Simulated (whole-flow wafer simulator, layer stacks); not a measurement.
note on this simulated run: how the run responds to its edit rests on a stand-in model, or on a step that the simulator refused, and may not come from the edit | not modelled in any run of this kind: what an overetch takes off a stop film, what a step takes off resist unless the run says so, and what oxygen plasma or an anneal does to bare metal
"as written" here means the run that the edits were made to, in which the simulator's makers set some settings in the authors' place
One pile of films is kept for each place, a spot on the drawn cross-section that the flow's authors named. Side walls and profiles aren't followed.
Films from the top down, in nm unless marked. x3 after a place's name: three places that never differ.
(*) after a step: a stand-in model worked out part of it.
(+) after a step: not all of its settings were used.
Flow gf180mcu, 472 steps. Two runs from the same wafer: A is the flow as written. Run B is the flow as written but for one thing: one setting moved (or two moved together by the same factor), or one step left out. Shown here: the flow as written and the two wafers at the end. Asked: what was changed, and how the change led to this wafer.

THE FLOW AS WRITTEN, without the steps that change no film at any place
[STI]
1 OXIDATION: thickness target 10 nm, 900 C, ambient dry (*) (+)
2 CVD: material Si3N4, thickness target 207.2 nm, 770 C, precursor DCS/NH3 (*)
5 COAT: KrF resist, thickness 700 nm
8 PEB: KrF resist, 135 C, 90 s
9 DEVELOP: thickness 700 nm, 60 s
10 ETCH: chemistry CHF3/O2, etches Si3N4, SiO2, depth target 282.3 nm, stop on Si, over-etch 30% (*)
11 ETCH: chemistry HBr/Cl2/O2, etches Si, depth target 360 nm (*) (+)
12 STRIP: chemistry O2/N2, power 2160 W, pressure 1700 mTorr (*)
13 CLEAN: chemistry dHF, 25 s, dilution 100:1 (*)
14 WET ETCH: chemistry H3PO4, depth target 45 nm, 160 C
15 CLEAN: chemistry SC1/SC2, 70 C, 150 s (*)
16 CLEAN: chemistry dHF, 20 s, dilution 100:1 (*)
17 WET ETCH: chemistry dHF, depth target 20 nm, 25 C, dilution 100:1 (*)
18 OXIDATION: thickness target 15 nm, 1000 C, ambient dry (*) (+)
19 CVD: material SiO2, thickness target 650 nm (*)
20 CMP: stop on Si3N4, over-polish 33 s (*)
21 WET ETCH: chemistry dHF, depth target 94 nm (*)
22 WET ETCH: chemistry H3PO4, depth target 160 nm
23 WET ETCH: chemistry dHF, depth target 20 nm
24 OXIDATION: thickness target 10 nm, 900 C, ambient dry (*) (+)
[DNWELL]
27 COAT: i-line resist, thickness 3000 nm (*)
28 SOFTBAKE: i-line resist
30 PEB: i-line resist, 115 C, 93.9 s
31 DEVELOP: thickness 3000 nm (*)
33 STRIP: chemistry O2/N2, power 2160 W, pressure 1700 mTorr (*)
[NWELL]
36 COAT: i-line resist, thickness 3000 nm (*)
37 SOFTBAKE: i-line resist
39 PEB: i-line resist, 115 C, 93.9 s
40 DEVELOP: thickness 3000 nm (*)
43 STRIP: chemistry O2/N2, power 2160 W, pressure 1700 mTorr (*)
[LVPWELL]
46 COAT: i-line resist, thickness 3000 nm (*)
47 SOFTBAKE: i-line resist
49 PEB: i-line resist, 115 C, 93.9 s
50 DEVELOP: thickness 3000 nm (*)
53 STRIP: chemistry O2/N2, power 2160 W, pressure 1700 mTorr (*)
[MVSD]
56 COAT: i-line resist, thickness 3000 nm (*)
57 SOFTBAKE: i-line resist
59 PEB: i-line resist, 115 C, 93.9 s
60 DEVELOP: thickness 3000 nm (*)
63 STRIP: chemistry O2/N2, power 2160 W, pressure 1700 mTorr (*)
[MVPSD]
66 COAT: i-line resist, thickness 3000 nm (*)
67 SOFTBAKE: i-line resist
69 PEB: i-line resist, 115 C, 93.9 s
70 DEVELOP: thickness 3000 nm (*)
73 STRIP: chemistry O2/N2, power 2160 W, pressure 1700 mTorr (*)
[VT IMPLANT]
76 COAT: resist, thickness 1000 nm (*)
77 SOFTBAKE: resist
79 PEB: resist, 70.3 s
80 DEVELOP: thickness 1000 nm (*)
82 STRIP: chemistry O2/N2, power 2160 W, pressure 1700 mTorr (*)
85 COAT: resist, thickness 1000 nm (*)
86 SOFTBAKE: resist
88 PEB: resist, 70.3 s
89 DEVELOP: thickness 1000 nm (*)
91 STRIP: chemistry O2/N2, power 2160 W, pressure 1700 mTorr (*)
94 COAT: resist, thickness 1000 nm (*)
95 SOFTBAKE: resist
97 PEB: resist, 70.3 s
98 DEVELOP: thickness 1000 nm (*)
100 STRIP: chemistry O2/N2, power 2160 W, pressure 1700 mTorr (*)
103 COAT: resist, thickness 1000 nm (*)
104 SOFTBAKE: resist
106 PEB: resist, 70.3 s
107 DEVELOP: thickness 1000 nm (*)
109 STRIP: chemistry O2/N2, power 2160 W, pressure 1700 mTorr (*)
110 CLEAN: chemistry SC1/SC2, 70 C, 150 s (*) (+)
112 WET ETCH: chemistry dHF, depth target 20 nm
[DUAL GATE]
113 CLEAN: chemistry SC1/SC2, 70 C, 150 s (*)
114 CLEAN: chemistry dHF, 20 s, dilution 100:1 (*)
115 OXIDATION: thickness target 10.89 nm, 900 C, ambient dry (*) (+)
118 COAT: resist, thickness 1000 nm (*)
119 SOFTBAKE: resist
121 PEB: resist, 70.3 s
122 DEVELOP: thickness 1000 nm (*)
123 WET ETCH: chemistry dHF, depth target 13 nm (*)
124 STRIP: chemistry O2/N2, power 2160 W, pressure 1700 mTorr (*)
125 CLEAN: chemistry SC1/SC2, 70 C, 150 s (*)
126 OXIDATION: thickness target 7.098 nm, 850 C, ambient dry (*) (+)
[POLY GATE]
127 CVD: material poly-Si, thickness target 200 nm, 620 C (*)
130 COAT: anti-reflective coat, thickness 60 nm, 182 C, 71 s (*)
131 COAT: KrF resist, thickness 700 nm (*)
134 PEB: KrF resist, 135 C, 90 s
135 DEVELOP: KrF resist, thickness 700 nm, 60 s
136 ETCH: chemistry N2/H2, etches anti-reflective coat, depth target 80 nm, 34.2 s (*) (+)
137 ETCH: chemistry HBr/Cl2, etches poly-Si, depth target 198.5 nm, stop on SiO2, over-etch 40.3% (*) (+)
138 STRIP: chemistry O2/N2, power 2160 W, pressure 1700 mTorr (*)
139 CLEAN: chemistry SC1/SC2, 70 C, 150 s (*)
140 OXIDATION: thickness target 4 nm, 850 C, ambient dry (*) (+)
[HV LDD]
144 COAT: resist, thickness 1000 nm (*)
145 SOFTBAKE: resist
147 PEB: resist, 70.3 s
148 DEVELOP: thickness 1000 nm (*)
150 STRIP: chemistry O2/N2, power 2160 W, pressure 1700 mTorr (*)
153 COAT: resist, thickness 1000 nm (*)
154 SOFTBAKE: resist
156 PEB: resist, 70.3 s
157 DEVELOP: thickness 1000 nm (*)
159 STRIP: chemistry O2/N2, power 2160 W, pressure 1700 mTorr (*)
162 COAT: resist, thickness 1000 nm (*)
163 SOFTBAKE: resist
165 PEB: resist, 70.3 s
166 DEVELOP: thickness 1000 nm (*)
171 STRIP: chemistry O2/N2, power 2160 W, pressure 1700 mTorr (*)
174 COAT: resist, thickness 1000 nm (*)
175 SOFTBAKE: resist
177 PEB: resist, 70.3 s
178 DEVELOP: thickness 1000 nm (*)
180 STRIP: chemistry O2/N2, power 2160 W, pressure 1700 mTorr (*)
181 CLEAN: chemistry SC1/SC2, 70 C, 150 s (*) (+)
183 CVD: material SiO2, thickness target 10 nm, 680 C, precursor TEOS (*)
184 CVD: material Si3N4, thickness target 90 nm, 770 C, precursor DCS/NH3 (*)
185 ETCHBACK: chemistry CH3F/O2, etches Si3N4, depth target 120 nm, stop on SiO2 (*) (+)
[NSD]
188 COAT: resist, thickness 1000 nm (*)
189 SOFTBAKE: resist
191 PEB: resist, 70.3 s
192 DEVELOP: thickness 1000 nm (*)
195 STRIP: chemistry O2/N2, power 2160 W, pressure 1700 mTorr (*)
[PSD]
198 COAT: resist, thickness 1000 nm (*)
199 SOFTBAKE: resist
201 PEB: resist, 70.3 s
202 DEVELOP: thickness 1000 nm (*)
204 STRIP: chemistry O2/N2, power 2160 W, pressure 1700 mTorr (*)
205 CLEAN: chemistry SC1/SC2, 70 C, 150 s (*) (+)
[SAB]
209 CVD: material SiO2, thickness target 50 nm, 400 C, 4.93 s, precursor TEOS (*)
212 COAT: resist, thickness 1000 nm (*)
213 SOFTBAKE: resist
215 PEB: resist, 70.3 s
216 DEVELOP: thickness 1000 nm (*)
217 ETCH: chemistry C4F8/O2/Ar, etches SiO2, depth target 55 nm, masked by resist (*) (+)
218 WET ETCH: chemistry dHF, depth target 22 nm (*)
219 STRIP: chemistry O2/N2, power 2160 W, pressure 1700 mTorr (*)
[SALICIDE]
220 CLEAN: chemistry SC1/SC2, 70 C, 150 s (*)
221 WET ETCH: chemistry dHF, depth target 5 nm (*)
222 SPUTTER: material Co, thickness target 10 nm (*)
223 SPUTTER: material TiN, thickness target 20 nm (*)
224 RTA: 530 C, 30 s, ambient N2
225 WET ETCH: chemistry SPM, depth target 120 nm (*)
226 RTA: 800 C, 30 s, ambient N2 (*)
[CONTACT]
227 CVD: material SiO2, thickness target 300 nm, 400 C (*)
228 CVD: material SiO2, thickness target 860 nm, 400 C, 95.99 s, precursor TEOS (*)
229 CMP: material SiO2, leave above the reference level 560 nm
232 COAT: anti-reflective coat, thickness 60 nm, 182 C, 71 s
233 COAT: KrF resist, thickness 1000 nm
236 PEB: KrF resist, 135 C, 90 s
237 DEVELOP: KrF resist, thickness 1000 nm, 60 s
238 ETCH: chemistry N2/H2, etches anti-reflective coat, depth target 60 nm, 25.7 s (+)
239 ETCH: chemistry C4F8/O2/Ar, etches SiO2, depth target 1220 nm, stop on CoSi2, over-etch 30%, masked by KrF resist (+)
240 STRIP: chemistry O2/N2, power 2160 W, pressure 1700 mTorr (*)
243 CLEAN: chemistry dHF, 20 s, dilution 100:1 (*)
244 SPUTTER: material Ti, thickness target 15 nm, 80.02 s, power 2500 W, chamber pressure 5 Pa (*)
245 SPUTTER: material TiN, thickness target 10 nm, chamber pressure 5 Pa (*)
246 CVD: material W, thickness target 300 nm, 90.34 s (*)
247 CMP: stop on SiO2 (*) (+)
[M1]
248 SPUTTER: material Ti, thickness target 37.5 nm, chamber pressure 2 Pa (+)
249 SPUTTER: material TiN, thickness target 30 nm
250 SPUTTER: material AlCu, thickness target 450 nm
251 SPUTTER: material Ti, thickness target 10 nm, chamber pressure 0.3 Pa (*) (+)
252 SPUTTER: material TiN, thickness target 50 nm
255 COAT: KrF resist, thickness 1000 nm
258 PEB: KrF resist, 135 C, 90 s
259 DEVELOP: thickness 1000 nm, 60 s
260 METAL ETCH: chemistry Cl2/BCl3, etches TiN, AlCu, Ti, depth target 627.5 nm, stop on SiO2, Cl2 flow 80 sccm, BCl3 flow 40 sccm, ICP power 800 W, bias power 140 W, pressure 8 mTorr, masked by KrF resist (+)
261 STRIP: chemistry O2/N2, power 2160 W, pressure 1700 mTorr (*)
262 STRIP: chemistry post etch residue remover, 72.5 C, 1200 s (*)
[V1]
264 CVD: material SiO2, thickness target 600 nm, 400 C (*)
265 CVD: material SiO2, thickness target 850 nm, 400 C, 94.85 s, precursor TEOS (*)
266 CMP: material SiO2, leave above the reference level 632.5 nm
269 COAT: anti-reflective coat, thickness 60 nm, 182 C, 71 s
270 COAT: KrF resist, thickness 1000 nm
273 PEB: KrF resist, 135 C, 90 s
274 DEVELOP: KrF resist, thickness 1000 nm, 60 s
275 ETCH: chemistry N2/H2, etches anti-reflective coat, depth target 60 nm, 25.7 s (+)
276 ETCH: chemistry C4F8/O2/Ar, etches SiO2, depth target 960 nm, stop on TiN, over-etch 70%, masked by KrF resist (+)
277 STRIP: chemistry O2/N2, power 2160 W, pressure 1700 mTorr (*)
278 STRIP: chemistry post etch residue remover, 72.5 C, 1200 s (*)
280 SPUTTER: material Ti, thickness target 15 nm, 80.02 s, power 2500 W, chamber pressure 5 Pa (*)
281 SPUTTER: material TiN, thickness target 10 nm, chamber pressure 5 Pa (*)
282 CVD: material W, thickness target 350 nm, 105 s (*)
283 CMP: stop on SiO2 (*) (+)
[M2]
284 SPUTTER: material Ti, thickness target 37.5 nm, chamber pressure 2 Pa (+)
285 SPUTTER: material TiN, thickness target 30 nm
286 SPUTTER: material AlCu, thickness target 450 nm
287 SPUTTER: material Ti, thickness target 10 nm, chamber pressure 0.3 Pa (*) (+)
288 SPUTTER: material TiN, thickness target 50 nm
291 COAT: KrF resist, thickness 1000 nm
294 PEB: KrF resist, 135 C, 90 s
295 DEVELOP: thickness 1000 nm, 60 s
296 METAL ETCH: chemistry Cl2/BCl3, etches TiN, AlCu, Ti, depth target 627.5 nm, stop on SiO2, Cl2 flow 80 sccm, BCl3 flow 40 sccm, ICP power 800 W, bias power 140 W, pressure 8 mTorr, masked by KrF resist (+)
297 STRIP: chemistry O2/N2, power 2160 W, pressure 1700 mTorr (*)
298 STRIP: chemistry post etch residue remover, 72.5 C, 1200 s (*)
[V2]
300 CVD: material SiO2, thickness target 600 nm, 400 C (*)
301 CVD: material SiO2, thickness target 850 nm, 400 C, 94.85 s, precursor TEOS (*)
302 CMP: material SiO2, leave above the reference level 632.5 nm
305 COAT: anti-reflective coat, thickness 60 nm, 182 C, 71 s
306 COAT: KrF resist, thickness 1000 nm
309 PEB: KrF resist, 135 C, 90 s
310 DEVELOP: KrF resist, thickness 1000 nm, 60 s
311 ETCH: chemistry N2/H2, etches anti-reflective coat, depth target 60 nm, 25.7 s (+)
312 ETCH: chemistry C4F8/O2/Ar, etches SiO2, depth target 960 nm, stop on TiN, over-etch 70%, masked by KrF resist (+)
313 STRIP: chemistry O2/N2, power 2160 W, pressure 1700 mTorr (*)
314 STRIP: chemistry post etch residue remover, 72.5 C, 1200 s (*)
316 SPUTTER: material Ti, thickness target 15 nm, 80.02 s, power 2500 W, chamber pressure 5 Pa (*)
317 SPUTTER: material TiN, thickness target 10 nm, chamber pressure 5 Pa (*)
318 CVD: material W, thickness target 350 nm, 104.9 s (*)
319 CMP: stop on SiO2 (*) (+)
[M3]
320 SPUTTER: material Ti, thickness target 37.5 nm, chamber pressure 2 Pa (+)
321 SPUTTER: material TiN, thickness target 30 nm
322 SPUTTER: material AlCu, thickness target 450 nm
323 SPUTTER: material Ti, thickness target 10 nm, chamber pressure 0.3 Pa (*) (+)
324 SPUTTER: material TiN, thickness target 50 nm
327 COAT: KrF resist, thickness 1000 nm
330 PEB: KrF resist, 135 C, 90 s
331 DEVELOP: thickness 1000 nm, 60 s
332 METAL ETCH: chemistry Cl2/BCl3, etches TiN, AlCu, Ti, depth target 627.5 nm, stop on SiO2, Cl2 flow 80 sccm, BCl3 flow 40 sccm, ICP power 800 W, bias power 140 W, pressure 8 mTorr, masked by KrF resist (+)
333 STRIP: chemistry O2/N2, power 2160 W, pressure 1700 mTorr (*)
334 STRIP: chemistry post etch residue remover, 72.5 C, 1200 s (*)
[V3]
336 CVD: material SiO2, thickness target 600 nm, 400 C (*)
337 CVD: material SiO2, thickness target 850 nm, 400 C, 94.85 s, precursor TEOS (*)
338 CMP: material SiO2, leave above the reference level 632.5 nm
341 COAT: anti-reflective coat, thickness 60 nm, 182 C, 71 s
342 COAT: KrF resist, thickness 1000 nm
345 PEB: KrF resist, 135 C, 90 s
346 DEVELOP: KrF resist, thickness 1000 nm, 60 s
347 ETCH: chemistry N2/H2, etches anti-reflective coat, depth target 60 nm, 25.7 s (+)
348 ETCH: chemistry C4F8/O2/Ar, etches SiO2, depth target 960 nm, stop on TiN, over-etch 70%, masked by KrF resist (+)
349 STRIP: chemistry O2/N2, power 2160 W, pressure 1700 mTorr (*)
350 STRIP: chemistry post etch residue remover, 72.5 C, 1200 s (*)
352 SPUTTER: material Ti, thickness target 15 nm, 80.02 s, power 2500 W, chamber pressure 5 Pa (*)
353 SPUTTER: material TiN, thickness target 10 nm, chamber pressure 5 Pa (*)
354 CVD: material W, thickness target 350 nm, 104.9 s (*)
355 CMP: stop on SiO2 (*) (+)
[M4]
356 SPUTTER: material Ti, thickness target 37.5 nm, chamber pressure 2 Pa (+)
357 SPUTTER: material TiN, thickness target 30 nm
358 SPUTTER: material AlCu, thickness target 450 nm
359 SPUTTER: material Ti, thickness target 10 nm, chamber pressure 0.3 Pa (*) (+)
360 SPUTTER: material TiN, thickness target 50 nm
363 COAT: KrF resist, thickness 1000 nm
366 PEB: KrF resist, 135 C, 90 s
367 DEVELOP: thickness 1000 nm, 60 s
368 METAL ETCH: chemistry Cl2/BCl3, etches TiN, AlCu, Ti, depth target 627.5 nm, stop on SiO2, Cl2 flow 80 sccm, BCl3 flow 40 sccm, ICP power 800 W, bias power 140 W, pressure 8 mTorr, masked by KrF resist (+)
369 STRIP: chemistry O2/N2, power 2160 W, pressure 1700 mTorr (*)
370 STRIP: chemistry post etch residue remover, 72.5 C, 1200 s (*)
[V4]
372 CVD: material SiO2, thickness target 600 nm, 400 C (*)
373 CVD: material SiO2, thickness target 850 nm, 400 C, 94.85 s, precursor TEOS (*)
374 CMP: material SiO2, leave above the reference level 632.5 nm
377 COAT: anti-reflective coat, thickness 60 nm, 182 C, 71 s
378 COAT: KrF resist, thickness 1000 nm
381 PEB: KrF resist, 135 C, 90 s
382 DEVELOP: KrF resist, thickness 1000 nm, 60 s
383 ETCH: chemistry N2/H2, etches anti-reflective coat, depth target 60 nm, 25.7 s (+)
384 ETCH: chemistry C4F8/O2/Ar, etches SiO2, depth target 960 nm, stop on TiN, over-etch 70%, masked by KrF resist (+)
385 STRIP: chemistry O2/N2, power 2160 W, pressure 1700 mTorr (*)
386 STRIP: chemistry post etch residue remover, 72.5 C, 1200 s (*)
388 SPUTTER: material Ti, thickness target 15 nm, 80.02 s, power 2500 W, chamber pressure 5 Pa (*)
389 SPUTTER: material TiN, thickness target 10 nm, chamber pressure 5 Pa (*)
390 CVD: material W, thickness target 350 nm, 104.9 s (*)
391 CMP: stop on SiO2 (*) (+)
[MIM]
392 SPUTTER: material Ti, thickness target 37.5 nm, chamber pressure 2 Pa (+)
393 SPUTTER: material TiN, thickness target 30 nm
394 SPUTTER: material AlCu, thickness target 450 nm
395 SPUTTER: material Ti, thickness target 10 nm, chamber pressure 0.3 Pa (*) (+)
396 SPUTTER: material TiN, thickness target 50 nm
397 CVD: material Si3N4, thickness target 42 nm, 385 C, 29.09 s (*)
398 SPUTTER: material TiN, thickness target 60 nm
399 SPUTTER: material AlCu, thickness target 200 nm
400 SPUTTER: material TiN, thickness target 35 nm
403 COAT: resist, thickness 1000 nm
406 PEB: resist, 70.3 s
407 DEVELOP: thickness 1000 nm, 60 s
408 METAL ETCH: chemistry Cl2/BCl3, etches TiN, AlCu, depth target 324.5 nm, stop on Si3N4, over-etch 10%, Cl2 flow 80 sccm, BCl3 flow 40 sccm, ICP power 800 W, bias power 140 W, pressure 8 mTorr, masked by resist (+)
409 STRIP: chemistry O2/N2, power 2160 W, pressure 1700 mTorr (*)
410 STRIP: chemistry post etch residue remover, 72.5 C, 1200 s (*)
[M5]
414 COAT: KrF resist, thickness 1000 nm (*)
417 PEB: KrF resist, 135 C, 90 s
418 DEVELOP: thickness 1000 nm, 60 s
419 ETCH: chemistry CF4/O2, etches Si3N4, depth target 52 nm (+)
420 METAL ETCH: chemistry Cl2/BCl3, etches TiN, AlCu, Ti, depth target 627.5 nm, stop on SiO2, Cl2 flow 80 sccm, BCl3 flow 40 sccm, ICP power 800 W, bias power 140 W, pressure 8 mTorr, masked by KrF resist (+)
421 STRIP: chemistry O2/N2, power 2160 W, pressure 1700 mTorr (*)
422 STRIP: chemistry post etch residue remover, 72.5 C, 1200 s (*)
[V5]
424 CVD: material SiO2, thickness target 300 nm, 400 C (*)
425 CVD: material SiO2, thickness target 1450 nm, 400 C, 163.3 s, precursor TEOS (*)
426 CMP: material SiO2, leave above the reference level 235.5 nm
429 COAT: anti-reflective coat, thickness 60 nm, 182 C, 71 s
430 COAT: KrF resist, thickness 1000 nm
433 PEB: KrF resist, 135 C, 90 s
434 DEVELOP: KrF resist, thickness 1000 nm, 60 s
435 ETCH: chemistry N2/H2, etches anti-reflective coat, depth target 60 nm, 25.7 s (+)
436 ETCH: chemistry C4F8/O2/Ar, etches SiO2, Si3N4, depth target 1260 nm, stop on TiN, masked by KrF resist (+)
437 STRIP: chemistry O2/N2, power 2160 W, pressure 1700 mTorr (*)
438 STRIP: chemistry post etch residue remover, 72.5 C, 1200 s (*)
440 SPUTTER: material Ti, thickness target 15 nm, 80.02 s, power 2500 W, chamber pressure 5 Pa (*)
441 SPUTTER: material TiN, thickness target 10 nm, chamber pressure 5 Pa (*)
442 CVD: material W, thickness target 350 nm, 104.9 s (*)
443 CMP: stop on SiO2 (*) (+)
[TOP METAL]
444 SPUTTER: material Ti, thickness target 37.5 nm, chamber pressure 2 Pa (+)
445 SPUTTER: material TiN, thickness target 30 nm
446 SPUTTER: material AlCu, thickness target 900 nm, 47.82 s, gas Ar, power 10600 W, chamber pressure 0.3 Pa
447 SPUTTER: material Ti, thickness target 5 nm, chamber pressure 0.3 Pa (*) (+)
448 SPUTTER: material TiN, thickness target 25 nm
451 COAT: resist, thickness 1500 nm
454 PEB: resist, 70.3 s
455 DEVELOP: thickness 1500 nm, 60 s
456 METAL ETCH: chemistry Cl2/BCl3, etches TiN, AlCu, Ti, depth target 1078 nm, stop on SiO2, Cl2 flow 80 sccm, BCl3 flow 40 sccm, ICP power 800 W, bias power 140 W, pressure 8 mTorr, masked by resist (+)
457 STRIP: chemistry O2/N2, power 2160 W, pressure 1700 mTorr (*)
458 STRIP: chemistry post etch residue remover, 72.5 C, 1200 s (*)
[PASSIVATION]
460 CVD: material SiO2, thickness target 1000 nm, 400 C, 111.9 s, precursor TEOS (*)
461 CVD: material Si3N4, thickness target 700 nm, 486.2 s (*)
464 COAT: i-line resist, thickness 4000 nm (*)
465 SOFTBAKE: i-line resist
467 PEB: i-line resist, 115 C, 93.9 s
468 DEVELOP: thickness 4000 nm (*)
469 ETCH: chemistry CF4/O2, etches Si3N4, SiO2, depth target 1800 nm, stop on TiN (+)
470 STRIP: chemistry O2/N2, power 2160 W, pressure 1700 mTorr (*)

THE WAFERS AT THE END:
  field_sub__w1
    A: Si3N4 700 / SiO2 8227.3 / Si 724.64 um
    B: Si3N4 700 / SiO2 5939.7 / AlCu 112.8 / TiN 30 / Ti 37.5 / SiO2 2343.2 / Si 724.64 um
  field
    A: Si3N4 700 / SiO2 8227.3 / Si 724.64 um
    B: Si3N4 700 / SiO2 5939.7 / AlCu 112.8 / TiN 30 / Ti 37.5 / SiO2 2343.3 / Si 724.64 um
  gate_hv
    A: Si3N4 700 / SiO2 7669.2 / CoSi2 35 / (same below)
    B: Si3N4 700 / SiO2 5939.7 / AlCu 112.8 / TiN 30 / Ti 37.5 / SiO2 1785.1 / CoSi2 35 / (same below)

The cause: step 286, SPUTTER: thickness target 686 nm was run, where the flow has thickness target 450 nm.

How the change led to this, step by step:
  286 SPUTTER: material AlCu, thickness target 450 nm
      field, field__w1, field__w2 and 108 more: A AlCu +450 (new film) | B AlCu +686 (new film)
  296 METAL ETCH: chemistry Cl2/BCl3, etches TiN, AlCu, Ti, depth target 627.5 nm, stop on SiO2, Cl2 flow 80 sccm, BCl3 flow 40 sccm, ICP power 800 W, bias power 140 W, pressure 8 mTorr, masked by KrF resist (+)
      field, field__w1, field__w2 and 103 more: A TiN -50 (all of it), Ti -10 (all of it), AlCu -450 (all of it), TiN -30 (all of it), Ti -37.5 (all of it) | B TiN -50 (all of it), Ti -10 (all of it), AlCu -567.5
  298 STRIP: chemistry post etch residue remover, 72.5 C, 1200 s (*)
      field, field__w1, field__w2 and 103 more: A nothing | B AlCu -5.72
  300 CVD: material SiO2, thickness target 600 nm, 400 C (*)
      field, field__w1, field__w2 and 103 more: A SiO2 +600 | B SiO2 +600 (new film)
  302 CMP: material SiO2, leave above the reference level 632.5 nm
      field, field__w1, field__w2 and 103 more: A SiO2 -300 | B SiO2 -244.3
Counting metal films that touch as one body, field_sub__w1 has 1 body; the flow as written gives 0 bodies.
Counting metal films that touch as one body, field has 1 body; the flow as written gives 0 bodies.
Counting metal films that touch as one body, gate_hv has 2 bodies (between them, from the top down: SiO2 1785.1); the flow as written gives 1 body.
